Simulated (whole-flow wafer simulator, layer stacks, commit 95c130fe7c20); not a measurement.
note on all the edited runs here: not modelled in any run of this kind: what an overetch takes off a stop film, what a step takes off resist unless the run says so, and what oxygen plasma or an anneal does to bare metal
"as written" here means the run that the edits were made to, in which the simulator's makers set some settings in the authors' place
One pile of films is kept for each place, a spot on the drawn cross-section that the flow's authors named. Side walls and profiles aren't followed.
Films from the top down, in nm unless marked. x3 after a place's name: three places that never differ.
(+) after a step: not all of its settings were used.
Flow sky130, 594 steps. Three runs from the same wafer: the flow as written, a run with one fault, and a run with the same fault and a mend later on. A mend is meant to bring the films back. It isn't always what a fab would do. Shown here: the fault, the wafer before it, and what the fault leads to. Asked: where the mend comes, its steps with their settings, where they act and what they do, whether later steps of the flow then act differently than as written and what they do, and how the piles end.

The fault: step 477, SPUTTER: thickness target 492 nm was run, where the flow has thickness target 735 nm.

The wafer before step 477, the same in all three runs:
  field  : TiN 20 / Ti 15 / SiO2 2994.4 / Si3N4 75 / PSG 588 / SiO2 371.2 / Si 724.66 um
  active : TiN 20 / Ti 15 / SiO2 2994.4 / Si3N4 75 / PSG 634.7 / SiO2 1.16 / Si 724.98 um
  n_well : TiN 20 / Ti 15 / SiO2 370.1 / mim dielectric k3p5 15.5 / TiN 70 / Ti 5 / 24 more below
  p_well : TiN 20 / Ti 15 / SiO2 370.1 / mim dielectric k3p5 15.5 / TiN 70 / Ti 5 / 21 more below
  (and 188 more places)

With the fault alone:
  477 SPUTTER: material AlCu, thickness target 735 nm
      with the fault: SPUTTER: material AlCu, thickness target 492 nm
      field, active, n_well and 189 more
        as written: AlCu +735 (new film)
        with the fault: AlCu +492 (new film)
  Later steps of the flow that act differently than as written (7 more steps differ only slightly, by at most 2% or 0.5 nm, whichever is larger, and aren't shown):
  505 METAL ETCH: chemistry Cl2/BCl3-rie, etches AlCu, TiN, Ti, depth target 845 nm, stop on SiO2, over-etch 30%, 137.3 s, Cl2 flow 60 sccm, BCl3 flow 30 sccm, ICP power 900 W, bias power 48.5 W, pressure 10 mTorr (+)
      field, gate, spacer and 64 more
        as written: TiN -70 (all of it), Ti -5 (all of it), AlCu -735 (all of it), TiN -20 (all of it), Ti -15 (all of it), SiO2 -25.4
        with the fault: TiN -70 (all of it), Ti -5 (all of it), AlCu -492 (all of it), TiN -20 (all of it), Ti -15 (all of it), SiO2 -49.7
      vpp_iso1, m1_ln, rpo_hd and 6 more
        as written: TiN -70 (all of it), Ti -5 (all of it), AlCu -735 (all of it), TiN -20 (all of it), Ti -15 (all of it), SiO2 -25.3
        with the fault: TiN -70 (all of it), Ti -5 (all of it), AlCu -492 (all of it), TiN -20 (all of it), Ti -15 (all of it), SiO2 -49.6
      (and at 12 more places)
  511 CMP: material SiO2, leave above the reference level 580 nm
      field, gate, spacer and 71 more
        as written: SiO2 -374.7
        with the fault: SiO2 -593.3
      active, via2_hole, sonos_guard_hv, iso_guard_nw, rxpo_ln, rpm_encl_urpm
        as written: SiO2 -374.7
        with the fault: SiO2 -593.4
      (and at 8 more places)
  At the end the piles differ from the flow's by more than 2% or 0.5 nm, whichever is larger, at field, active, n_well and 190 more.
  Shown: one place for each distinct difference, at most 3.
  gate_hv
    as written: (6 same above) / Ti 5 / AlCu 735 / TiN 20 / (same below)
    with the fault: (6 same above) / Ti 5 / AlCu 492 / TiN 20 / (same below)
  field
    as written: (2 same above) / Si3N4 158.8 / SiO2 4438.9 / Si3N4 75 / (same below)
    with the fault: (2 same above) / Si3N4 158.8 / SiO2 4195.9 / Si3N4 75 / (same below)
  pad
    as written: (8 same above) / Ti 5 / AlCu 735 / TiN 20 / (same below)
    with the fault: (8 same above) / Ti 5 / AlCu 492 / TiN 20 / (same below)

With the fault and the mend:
  The mend comes after step 477.
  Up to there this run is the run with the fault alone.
  477a SPUTTER: material AlCu, thickness target 243 nm (the flow's step 477 once more, with other settings)
      field, active, n_well and 189 more
        AlCu +243
  No later step of the flow acts differently than as written at any place that is followed.
  At the end the piles are the same as the flow's at every place that both follow.
